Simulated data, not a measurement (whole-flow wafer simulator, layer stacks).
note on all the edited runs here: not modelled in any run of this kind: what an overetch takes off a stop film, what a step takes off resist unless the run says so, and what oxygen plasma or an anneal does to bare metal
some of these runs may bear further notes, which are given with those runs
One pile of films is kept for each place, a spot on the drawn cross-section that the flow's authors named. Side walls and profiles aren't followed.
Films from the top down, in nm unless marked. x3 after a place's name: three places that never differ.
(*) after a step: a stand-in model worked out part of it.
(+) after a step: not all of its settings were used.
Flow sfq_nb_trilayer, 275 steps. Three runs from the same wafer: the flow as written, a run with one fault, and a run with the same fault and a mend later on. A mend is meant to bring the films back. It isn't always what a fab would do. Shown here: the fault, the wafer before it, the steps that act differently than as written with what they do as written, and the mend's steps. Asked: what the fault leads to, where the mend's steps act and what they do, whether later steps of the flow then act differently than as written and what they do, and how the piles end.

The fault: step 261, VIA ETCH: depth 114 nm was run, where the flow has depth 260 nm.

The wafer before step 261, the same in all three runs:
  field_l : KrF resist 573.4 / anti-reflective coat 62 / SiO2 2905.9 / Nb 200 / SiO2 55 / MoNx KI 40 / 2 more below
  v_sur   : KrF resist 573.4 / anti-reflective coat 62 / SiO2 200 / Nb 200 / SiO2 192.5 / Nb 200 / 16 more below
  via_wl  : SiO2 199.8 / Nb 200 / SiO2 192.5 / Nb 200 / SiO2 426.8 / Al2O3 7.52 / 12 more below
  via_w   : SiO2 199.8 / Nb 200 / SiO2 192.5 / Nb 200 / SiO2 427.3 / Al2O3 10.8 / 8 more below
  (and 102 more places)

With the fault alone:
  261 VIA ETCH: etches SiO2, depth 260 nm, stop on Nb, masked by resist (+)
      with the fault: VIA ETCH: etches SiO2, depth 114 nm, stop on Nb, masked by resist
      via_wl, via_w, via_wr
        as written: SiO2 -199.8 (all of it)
        with the fault: SiO2 -114
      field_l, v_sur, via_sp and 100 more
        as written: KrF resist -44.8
        with the fault: KrF resist -19.7
  Later steps of the flow that act differently than as written (2 more steps differ only slightly, by at most 2% or 0.5 nm, whichever is larger, and aren't shown):
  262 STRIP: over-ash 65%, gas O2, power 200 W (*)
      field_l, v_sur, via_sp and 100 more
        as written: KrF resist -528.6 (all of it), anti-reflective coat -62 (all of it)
        with the fault: KrF resist -553.8 (all of it), anti-reflective coat -62 (all of it)
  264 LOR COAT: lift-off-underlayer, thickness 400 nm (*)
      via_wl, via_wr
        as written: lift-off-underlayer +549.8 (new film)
        with the fault: lift-off-underlayer +485.5 (new film)
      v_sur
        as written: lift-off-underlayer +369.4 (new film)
        with the fault: lift-off-underlayer +382.5 (new film)
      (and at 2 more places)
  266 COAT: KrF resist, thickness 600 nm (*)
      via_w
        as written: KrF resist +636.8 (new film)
        with the fault: KrF resist +621 (new film)
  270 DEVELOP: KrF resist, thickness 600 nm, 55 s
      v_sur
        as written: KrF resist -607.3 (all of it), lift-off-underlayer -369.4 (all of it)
        with the fault: KrF resist -603.7 (all of it), lift-off-underlayer -382.5 (all of it)
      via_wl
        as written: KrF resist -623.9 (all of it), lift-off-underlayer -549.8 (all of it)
        with the fault: KrF resist -613.1 (all of it), lift-off-underlayer -485.5 (all of it)
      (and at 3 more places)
  At the end the piles differ from the flow's by more than 2% or 0.5 nm, whichever is larger, at via_wl, via_w, via_wr.
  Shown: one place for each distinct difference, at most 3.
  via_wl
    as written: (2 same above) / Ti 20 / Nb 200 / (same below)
    with the fault: (2 same above) / Ti 20 / SiO2 85.8 / Nb 200 / (same below)

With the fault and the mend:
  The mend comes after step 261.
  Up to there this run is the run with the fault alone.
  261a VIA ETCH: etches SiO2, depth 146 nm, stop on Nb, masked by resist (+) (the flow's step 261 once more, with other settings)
      field_l, v_sur, via_sp and 100 more
        KrF resist -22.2
      via_wl, via_w, via_wr
        SiO2 -85.8 (all of it)
  No later step of the flow acts differently than as written, at any place that is followed, by more than 2% or 0.5 nm, whichever is larger.
  At the end the piles are the same as the flow's at every place that both follow.
